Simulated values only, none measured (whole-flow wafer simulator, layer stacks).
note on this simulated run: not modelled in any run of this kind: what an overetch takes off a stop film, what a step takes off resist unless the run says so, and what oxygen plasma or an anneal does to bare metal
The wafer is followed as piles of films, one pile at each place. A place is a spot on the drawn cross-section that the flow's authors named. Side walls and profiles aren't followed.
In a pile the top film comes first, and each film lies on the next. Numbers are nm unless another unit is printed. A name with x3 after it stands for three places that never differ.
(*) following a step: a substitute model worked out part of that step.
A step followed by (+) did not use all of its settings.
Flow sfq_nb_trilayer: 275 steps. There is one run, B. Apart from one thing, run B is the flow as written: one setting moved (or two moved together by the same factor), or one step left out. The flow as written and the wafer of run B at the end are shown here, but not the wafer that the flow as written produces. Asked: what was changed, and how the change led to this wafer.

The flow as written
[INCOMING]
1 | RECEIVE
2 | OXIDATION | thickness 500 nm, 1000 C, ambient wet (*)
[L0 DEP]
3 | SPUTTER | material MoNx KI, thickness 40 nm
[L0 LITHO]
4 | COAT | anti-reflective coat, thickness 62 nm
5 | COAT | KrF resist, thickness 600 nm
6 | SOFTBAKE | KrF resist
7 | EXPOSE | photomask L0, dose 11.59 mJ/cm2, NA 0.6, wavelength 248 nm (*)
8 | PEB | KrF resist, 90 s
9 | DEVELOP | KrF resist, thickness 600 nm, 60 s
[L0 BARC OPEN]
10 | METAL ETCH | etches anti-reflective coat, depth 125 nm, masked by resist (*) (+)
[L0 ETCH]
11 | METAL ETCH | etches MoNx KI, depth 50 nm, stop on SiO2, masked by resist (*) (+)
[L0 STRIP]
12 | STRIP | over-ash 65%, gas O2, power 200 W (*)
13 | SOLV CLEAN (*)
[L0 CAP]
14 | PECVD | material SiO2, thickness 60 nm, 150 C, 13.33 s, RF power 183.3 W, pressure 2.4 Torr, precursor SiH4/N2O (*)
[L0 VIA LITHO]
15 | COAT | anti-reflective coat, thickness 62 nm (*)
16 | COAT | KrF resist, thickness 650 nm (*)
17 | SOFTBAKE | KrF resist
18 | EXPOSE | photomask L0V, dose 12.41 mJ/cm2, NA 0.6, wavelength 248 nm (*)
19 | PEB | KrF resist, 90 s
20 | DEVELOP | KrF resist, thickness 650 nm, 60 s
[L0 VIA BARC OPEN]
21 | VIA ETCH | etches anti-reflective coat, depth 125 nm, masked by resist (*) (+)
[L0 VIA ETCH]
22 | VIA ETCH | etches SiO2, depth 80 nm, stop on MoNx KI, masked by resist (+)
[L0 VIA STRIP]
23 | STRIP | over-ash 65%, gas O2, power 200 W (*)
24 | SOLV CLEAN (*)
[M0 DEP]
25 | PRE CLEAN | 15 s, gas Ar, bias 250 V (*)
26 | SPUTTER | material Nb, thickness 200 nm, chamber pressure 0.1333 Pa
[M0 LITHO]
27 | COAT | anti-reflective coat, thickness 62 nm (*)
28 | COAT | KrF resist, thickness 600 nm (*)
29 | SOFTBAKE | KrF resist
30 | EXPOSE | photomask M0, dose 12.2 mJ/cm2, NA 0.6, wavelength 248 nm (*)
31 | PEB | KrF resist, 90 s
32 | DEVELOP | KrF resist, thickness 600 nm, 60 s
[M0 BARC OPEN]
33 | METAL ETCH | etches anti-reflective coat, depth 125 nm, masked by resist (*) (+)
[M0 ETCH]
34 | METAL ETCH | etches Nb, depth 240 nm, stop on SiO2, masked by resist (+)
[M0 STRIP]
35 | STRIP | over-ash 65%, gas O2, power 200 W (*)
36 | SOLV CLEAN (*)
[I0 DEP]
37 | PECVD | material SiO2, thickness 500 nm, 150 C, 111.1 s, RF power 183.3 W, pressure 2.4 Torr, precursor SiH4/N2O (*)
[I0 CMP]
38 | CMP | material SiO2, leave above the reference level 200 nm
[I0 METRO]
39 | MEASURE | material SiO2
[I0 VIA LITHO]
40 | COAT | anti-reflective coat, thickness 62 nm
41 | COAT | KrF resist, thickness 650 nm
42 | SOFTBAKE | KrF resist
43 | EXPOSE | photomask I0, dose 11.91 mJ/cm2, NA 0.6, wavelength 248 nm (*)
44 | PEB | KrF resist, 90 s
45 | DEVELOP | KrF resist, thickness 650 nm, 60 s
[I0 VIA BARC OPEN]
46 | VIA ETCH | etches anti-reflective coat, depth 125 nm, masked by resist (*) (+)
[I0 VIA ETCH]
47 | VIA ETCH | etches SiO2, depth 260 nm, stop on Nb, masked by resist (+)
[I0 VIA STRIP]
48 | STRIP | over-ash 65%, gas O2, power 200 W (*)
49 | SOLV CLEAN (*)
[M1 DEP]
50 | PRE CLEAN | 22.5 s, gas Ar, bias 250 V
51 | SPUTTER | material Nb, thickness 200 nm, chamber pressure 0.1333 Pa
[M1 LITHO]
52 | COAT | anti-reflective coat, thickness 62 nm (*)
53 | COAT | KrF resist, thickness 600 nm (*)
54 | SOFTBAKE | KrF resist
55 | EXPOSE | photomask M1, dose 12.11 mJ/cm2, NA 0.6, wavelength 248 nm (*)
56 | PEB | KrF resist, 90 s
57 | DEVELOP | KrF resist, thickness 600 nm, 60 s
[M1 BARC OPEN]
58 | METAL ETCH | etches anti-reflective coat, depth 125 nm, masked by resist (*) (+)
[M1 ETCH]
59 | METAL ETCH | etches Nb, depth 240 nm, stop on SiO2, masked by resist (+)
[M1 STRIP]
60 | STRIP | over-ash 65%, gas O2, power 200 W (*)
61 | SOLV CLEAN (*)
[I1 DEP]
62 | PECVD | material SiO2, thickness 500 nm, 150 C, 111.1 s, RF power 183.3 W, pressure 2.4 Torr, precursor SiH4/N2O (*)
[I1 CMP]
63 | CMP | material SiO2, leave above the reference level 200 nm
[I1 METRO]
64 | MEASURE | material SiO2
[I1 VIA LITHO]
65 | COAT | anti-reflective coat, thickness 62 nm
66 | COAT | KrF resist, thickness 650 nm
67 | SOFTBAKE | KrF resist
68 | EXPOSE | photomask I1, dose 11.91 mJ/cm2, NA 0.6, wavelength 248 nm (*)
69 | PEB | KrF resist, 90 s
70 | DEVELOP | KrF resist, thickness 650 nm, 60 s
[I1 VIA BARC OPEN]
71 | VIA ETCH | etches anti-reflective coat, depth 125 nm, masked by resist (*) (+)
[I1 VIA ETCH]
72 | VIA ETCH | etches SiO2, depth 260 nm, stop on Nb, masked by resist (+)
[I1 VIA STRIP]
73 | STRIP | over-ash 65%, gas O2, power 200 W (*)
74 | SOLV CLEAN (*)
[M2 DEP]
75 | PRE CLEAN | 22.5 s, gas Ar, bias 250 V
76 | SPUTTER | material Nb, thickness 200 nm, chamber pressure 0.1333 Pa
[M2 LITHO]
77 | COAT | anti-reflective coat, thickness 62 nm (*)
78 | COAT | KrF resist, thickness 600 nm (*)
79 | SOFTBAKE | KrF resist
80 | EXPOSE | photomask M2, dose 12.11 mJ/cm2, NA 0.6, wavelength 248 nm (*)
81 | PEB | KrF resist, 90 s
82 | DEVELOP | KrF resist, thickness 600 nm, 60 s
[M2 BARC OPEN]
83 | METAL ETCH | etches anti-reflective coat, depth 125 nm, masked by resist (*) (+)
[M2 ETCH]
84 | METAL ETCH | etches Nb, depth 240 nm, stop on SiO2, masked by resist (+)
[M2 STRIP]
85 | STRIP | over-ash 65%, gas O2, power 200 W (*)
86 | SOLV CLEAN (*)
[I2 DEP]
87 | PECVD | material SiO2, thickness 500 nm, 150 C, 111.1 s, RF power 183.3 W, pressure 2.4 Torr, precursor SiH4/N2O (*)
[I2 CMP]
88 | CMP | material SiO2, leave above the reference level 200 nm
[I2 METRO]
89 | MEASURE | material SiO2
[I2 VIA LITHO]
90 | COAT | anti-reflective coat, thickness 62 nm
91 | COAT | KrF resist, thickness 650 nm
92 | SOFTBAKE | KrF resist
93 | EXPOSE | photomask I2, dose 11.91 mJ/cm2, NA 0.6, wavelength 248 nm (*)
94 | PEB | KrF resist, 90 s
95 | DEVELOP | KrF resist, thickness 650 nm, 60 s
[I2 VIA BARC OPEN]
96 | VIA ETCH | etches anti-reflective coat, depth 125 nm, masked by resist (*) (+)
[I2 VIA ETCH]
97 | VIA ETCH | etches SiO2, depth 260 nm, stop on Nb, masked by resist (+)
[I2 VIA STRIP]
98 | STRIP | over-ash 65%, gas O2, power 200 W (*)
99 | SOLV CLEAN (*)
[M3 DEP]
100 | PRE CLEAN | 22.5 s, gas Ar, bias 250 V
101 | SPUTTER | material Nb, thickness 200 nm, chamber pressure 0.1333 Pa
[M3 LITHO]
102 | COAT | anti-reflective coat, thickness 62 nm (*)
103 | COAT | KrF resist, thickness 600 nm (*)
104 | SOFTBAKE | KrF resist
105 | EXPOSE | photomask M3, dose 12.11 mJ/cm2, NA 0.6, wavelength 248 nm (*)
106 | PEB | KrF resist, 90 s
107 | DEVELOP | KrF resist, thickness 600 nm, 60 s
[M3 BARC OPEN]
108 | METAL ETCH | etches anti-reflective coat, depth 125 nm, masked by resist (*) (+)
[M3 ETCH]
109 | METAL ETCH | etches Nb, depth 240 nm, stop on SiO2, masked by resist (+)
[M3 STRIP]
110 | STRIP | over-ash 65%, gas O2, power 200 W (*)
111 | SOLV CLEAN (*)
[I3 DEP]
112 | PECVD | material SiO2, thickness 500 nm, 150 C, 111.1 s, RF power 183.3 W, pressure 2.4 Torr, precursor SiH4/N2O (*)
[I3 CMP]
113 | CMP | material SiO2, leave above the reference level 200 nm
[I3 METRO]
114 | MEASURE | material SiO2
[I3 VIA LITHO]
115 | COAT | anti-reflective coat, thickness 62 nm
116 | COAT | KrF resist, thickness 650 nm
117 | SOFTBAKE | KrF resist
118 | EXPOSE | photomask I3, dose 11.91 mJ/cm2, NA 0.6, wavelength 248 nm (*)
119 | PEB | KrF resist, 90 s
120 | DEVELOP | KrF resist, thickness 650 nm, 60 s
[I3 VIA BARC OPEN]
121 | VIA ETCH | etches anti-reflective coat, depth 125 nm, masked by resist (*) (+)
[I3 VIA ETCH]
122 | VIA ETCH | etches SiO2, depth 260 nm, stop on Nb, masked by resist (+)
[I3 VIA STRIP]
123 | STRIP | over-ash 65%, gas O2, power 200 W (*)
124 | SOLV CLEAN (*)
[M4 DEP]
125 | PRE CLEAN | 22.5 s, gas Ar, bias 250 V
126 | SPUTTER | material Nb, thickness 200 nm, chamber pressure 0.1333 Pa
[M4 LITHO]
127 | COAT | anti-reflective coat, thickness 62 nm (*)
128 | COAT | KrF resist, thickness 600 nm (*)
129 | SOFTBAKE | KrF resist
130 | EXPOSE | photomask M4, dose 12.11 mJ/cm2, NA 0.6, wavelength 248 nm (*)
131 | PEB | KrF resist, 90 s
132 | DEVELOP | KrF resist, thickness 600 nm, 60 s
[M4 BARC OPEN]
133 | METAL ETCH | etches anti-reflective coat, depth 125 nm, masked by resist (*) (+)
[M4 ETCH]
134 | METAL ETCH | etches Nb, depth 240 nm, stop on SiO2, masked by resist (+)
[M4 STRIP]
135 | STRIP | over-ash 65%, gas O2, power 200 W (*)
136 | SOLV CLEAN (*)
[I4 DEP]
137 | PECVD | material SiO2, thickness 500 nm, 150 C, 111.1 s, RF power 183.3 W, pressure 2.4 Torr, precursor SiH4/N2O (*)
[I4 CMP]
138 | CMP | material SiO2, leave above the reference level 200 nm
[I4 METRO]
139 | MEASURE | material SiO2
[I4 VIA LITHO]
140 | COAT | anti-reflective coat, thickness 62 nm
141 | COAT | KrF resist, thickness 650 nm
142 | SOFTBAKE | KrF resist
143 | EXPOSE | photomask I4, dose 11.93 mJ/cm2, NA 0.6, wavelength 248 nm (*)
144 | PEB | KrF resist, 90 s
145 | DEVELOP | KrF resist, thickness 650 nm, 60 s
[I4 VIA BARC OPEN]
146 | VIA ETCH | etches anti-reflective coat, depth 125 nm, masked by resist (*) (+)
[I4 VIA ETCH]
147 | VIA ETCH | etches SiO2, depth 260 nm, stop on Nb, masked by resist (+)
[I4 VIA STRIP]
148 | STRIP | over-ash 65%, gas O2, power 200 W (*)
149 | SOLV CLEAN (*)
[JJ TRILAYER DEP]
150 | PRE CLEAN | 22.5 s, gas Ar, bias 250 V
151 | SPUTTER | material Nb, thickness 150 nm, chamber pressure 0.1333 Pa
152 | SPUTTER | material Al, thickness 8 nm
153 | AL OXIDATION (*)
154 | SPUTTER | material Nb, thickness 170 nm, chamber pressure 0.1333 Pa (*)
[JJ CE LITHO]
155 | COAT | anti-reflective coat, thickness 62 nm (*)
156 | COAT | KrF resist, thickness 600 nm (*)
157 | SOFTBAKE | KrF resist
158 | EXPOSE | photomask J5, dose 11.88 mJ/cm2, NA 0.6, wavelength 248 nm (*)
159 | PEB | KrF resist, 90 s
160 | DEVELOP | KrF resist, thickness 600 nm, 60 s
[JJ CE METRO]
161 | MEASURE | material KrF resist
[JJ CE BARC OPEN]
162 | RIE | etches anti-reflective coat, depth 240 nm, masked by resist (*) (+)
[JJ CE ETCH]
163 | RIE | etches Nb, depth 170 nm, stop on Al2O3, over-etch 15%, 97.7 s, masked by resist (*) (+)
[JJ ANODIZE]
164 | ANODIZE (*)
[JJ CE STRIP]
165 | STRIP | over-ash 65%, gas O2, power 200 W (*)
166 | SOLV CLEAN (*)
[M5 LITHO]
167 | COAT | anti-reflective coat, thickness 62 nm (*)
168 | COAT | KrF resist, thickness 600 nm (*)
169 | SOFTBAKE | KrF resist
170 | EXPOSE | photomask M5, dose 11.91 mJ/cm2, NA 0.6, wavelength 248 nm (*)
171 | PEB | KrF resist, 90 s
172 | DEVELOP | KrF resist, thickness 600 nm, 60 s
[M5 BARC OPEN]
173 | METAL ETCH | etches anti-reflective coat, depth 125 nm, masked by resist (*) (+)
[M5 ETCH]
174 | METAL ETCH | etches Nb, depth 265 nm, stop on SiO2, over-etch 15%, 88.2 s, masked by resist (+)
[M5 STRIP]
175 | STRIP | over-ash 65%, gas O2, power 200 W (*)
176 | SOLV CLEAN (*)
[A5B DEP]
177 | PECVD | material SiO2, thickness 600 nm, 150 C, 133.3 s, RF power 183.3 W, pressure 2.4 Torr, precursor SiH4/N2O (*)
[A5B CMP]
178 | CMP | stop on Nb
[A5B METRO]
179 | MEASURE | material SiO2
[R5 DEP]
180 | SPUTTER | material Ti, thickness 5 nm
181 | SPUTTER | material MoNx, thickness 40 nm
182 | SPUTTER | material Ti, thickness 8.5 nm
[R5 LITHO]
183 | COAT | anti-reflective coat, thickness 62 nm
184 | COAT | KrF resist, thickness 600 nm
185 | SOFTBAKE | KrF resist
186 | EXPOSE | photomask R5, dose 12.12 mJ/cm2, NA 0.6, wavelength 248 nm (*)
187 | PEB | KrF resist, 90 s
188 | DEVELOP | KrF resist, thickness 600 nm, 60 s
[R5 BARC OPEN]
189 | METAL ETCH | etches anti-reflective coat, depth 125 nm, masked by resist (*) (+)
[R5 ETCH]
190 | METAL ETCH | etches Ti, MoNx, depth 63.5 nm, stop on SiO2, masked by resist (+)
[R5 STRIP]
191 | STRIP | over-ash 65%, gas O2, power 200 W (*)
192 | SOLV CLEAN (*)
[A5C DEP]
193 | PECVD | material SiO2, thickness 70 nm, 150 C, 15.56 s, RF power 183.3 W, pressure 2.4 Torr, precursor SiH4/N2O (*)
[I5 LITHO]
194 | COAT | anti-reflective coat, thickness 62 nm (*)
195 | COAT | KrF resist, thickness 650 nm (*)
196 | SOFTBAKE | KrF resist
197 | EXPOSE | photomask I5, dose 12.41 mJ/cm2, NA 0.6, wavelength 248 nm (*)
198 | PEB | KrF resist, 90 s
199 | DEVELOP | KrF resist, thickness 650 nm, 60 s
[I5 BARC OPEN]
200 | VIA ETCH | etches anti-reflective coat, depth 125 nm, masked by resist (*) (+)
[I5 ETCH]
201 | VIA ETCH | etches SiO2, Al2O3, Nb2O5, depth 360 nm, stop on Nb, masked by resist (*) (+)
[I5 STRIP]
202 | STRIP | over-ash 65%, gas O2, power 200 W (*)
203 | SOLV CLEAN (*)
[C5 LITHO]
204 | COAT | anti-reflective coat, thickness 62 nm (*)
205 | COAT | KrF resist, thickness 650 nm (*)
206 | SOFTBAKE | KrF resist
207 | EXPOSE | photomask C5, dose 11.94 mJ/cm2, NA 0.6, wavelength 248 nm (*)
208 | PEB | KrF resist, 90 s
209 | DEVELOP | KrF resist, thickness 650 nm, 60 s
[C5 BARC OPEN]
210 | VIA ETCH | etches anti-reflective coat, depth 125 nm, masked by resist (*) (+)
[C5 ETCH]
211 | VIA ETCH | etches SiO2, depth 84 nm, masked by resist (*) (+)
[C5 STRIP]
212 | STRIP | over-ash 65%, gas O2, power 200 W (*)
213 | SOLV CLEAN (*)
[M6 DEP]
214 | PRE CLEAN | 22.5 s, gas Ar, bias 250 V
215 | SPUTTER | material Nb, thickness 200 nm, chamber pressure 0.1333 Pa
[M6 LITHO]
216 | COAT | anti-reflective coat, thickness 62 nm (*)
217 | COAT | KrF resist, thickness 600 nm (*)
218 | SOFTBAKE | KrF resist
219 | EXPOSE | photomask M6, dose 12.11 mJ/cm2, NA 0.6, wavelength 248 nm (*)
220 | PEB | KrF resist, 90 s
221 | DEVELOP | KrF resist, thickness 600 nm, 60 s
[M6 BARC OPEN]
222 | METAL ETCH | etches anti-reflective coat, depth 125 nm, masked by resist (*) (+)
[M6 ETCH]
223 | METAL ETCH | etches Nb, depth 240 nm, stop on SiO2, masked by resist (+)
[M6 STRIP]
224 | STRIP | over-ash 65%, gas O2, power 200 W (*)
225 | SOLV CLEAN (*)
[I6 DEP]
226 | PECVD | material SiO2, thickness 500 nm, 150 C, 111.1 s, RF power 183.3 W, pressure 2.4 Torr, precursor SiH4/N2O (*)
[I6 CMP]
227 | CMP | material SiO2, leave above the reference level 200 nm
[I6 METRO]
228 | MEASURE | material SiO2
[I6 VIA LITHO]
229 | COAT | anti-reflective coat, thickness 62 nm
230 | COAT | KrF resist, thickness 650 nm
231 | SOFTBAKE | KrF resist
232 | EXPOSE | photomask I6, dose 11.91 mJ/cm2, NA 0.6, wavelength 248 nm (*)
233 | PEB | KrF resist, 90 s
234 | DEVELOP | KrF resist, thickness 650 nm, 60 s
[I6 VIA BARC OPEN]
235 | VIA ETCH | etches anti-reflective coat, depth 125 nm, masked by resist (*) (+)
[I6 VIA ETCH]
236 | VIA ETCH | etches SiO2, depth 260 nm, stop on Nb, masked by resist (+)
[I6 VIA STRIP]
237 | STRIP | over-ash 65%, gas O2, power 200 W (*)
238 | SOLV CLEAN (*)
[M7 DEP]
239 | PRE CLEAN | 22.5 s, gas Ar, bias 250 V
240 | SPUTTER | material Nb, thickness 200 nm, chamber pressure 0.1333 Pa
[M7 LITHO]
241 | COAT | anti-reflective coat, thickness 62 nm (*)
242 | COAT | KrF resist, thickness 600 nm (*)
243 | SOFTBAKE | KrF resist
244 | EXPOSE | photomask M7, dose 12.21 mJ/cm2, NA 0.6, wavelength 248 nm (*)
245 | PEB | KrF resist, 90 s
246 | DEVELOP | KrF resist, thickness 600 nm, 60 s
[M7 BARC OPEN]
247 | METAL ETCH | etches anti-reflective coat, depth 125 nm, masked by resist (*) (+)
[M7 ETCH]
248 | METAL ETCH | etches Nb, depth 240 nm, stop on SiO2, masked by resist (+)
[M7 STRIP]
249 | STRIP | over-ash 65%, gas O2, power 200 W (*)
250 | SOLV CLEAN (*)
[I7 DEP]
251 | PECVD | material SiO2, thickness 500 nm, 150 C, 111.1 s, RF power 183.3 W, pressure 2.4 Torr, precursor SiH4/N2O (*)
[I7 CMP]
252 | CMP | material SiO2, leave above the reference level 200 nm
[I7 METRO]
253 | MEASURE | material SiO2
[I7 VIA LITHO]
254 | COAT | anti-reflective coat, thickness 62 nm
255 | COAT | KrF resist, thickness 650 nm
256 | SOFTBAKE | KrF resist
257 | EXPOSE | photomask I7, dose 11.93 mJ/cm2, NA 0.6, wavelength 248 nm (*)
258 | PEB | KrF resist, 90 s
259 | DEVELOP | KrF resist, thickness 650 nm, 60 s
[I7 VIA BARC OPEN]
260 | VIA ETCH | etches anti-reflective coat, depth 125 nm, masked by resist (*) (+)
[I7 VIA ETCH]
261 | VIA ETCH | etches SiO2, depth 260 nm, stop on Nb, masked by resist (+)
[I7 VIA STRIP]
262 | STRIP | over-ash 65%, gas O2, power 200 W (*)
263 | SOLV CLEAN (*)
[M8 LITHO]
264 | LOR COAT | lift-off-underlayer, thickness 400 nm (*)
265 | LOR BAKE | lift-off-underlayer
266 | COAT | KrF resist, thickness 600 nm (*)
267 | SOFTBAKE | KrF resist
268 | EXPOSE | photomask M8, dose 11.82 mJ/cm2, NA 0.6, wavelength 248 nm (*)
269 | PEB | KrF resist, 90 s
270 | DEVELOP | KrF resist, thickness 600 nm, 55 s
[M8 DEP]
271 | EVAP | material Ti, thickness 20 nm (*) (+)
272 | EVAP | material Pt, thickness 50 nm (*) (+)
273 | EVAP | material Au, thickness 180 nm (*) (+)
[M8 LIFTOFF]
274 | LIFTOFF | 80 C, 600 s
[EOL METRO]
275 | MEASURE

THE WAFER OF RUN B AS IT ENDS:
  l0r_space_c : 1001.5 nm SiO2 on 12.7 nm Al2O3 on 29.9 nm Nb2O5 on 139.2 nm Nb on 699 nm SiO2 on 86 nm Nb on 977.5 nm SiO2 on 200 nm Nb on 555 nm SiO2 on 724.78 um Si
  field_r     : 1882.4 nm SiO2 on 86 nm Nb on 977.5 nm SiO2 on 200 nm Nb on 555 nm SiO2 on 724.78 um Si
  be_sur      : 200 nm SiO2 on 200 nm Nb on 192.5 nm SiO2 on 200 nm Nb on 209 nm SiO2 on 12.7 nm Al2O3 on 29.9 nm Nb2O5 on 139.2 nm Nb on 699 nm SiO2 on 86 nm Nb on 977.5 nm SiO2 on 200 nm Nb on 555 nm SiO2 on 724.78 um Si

The reason: step 109, METAL ETCH: depth 114 nm was run, while the flow as written has depth 240 nm.

How this came from the change, step by step:
  109 | METAL ETCH | etches Nb, depth 240 nm, stop on SiO2, masked by resist (+)
      field_l, be, be_sur and 72 more: -114 Nb (it would be, as written: -200 Nb (all of it))
      v_sur, via_wl, via_w and 28 more: -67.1 KrF resist (it would be, as written: -141.2 KrF resist)
  110 | STRIP | over-ash 65%, gas O2, power 200 W (*)
      p4_w1, p4_w2, p4_w3 and 21 more: -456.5 KrF resist (all of it), -62 anti-reflective coat (all of it) (it would be, as written: -382.4 KrF resist (all of it), -62 anti-reflective coat (all of it))
      via_wl, via_wr: -458.3 KrF resist (all of it), -34.2 anti-reflective coat (all of it) (it would be, as written: -384.2 KrF resist (all of it), -34.2 anti-reflective coat (all of it))
      (as well as at 5 more places)
  112 | PECVD | material SiO2, thickness 500 nm, 150 C, 111.1 s, RF power 183.3 W, pressure 2.4 Torr, precursor SiH4/N2O (*)
      field_l, be, be_sur and 64 more: +500 SiO2 (new film) (it would be, as written: +500 SiO2)
      p4_g1, p4_g2, p3_s0, p3_s1, p3_s2, p3_s3, p3_s4, p3_s5: +500 SiO2 (new film) (it would be, as written: +557.1 SiO2)
  113 | CMP | material SiO2, leave above the reference level 200 nm
      field_l, be, be_sur and 64 more: -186 SiO2 (it would be, as written: -100 SiO2)
      p4_g1, p4_g2, p3_s0, p3_s1, p3_s2, p3_s3, p3_s4, p3_s5: -186 SiO2 (it would be, as written: -157.1 SiO2)
Taking metal films that touch as one body, l0r_space_c has 3 bodies (between them, from the top down: SiO2 699; SiO2 977.5); the flow as written gives 2 bodies (between them, from the top down: SiO2 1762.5).
Taking metal films that touch as one body, field_r has 2 bodies (between them, from the top down: SiO2 977.5); the flow as written gives 1 body.
Taking metal films that touch as one body, be_sur has 5 bodies (between them, from the top down: SiO2 192.5; SiO2 209 / Al2O3 12.7 / Nb2O5 29.9; SiO2 699; SiO2 977.5); the flow as written gives 4 bodies (between them, from the top down: SiO2 192.5; SiO2 209 / Al2O3 12.7 / Nb2O5 29.9; SiO2 1762.5).
